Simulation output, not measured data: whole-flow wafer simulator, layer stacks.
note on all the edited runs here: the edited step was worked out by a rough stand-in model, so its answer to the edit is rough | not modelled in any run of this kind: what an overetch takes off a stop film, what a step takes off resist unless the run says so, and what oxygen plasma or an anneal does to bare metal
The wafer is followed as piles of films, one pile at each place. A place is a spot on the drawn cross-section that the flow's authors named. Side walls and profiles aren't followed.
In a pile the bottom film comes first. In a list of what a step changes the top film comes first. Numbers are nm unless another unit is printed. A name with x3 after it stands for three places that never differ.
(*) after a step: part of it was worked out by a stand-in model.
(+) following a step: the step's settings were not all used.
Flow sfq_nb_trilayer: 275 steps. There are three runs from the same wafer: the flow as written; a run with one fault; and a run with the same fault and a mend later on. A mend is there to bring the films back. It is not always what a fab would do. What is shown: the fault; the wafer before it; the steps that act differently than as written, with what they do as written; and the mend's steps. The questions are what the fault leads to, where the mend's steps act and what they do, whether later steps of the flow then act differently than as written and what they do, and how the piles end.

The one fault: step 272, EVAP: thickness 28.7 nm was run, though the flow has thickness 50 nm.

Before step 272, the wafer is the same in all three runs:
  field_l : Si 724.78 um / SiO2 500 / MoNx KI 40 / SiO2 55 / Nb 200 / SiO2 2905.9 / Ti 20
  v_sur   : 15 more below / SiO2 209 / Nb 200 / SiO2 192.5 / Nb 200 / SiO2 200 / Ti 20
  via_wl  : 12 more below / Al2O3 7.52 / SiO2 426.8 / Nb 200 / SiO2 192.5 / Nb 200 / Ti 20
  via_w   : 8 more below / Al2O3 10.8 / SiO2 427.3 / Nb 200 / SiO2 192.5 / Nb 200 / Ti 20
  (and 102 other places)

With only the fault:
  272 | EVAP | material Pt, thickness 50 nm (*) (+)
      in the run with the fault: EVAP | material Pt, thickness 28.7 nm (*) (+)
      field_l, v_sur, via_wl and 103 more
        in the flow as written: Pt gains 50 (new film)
        in the run with the fault: Pt gains 28.7 (new film)
  Steps later in the flow that act otherwise than as written:
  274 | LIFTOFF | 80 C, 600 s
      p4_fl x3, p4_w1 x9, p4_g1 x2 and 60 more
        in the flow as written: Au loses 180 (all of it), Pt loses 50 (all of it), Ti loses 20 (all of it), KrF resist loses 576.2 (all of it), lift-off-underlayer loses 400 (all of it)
        in the run with the fault: Au loses 180 (all of it), Pt loses 28.7 (all of it), Ti loses 20 (all of it), KrF resist loses 576.2 (all of it), lift-off-underlayer loses 400 (all of it)
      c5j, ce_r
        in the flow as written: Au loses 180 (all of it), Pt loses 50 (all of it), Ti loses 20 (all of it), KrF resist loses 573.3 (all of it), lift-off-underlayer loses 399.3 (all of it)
        in the run with the fault: Au loses 180 (all of it), Pt loses 28.7 (all of it), Ti loses 20 (all of it), KrF resist loses 573.3 (all of it), lift-off-underlayer loses 399.3 (all of it)
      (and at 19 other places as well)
  By the end, the piles at field_l, v_sur, via_wl and 8 more depart from the flow's by more than 2% or 0.5 nm, whichever is larger.
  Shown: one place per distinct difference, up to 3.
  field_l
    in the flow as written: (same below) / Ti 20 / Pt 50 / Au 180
    in the run with the fault: (same below) / Ti 20 / Pt 28.7 / Au 180

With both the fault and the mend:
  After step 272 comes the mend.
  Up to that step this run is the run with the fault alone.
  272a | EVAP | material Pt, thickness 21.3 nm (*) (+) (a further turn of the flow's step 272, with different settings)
      field_l, v_sur, via_wl and 103 more
        Pt gains 21.3
  Every later step of the flow that is run acts as written at every place that is followed.
  The piles end the same as the flow's at every place that both follow.
